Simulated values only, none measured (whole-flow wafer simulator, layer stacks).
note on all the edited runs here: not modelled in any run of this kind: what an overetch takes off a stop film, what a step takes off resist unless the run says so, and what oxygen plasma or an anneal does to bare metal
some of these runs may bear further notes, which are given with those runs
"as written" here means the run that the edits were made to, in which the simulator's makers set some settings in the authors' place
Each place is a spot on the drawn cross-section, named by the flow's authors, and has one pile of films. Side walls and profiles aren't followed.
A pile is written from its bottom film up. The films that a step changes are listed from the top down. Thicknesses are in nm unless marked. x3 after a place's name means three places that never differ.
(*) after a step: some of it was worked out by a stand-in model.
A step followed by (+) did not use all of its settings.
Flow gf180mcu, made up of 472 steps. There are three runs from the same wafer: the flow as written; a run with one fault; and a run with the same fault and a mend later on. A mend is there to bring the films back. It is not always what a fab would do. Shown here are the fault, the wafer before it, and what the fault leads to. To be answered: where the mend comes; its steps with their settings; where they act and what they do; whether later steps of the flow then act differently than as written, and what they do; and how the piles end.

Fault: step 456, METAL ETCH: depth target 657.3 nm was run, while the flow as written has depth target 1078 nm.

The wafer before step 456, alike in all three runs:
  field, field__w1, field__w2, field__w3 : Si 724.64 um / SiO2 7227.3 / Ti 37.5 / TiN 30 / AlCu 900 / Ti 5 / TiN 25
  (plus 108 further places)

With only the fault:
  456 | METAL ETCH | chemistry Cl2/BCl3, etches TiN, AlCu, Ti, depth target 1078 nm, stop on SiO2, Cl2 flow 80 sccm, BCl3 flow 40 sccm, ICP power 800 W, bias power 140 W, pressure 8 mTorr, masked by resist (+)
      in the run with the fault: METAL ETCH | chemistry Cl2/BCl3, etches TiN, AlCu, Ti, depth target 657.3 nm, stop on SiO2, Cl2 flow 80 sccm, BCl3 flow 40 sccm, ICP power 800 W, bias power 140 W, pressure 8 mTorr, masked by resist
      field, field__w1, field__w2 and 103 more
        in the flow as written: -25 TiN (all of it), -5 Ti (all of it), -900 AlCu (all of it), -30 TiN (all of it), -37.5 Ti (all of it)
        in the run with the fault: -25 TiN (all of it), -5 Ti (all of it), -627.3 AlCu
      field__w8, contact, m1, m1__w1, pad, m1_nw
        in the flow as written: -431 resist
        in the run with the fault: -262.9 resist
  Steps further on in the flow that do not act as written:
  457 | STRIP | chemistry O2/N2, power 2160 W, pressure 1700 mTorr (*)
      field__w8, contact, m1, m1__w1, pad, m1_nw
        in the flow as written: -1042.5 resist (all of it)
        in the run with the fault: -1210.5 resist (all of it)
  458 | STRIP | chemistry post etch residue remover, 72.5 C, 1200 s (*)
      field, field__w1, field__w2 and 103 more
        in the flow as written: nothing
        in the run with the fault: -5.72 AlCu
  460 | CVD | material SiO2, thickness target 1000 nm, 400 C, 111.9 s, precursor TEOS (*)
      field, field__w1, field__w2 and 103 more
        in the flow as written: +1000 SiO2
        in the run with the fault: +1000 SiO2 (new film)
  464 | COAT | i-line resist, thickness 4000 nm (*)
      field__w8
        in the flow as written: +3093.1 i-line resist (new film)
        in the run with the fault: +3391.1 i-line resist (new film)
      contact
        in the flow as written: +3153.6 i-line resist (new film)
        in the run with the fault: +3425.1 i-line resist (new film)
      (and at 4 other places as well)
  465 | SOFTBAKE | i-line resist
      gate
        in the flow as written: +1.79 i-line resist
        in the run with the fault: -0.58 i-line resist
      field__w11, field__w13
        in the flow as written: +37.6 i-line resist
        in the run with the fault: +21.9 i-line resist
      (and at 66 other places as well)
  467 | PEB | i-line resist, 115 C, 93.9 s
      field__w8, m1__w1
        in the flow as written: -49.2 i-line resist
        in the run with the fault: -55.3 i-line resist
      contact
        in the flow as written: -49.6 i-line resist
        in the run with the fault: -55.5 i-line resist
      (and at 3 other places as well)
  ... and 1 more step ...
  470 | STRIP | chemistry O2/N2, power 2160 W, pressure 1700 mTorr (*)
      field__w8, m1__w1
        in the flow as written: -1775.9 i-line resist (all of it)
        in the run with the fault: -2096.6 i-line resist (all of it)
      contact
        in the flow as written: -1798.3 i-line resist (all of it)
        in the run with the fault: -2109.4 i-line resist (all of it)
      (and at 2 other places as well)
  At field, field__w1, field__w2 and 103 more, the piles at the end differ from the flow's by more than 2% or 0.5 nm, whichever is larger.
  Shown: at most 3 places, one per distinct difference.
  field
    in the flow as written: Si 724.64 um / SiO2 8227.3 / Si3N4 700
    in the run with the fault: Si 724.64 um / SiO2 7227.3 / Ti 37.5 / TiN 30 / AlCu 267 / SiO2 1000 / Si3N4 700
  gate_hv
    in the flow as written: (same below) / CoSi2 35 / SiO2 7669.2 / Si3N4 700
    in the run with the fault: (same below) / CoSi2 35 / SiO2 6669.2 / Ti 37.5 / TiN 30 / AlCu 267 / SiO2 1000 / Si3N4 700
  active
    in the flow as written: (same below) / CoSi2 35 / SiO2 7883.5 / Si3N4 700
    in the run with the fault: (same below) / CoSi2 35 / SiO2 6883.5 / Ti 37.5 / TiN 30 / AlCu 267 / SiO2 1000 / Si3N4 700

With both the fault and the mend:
  The mend stands after step 456.
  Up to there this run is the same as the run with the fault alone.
  456a | METAL ETCH | chemistry Cl2/BCl3, etches TiN, AlCu, Ti, depth target 420.2 nm, stop on SiO2, Cl2 flow 80 sccm, BCl3 flow 40 sccm, ICP power 800 W, bias power 140 W, pressure 8 mTorr, masked by resist (+) (the flow's step 456 again, with other settings)
      field, field__w1, field__w2 and 103 more
        -272.7 AlCu (all of it), -30 TiN (all of it), -37.5 Ti (all of it)
      field__w8, contact, m1, m1__w1, pad, m1_nw
        -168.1 resist
  Every later step of the flow that is run acts as written at every place that is followed.
  By the end, the piles equal the flow's at every place that both follow.
